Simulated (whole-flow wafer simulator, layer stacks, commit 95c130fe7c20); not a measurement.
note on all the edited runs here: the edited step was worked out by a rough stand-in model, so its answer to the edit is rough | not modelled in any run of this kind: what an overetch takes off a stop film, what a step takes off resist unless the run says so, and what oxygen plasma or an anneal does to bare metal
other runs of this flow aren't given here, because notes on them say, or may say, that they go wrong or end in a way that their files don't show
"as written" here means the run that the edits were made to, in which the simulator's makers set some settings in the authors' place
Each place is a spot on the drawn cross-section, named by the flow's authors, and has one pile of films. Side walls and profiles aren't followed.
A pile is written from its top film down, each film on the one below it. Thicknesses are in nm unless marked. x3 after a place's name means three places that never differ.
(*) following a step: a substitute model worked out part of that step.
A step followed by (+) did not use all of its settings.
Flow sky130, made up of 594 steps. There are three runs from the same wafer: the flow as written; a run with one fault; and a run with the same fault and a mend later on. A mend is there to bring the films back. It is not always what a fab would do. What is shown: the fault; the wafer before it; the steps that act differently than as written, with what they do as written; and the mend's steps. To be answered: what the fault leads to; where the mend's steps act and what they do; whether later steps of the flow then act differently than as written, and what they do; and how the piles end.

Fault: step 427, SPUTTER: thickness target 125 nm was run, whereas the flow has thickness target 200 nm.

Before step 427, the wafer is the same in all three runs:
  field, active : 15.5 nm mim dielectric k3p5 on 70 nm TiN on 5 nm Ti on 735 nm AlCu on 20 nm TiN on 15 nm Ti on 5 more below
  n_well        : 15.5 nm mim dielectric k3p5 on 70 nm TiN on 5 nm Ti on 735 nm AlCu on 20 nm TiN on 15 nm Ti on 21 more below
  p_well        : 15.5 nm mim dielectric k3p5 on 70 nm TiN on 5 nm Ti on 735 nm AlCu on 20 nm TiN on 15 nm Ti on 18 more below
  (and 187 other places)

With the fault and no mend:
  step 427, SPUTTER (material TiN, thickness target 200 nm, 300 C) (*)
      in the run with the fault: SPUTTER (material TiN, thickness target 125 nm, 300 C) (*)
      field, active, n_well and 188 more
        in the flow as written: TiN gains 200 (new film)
        in the run with the fault: TiN gains 125 (new film)
  Later steps of the flow acting differently than as written (not shown: 2 more steps that differ only slightly, by at most 2% or 0.5 nm, whichever is larger):
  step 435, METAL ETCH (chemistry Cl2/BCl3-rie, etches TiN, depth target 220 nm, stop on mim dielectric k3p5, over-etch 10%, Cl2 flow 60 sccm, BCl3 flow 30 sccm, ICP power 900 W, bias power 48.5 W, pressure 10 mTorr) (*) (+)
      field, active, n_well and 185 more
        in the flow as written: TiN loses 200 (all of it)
        in the run with the fault: TiN loses 125 (all of it)
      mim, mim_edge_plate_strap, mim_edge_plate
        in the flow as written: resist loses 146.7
        in the run with the fault: resist loses 91.7
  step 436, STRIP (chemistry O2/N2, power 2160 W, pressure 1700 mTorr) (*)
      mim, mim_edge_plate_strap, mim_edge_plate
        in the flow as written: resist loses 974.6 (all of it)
        in the run with the fault: resist loses 1029.6 (all of it)
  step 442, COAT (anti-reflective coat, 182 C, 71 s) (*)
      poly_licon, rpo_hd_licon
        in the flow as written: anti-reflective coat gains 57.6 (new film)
        in the run with the fault: anti-reflective coat gains 77.2 (new film)
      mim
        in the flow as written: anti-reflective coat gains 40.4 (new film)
        in the run with the fault: anti-reflective coat gains 29.6 (new film)
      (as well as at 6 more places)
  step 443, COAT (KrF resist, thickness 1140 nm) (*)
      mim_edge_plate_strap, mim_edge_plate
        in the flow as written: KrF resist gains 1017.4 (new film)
        in the run with the fault: KrF resist gains 1092.4 (new film)
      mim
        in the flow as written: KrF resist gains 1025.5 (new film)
        in the run with the fault: KrF resist gains 1088.9 (new film)
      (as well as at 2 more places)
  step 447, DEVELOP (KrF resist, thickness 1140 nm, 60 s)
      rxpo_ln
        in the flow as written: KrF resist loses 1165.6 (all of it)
        in the run with the fault: KrF resist loses 1141.7 (all of it)
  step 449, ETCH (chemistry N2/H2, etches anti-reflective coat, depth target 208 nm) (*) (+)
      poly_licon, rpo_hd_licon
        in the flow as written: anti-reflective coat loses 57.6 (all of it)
        in the run with the fault: anti-reflective coat loses 77.2 (all of it)
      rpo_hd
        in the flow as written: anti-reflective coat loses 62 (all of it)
        in the run with the fault: anti-reflective coat loses 74.2 (all of it)
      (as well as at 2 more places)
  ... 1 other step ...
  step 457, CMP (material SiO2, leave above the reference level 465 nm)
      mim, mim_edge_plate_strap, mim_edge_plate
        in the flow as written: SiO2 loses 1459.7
        in the run with the fault: SiO2 loses 1384.7
  At mim, mim_edge_plate_strap, mim_edge_plate, the piles at the end differ from the flow's by more than 2% or 0.5 nm, whichever is larger.
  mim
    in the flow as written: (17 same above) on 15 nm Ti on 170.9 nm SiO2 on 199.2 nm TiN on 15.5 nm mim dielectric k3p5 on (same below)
    in the run with the fault: (17 same above) on 15 nm Ti on 245.9 nm SiO2 on 124.2 nm TiN on 15.5 nm mim dielectric k3p5 on (same below)
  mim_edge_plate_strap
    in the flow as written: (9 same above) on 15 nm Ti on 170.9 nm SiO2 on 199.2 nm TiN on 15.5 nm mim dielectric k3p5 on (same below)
    in the run with the fault: (9 same above) on 15 nm Ti on 245.9 nm SiO2 on 124.2 nm TiN on 15.5 nm mim dielectric k3p5 on (same below)
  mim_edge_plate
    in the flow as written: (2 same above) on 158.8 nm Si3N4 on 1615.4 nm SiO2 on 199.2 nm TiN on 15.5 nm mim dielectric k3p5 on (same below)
    in the run with the fault: (2 same above) on 158.8 nm Si3N4 on 1690.4 nm SiO2 on 124.2 nm TiN on 15.5 nm mim dielectric k3p5 on (same below)

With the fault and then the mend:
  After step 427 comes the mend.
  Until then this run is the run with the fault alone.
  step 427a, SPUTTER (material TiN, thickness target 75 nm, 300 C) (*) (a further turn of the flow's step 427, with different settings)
      field, active, n_well and 188 more
        TiN gains 75
  Later steps of the flow that are run all act as written at every place that is followed.
  The piles end the same as the flow's at every place that both follow.
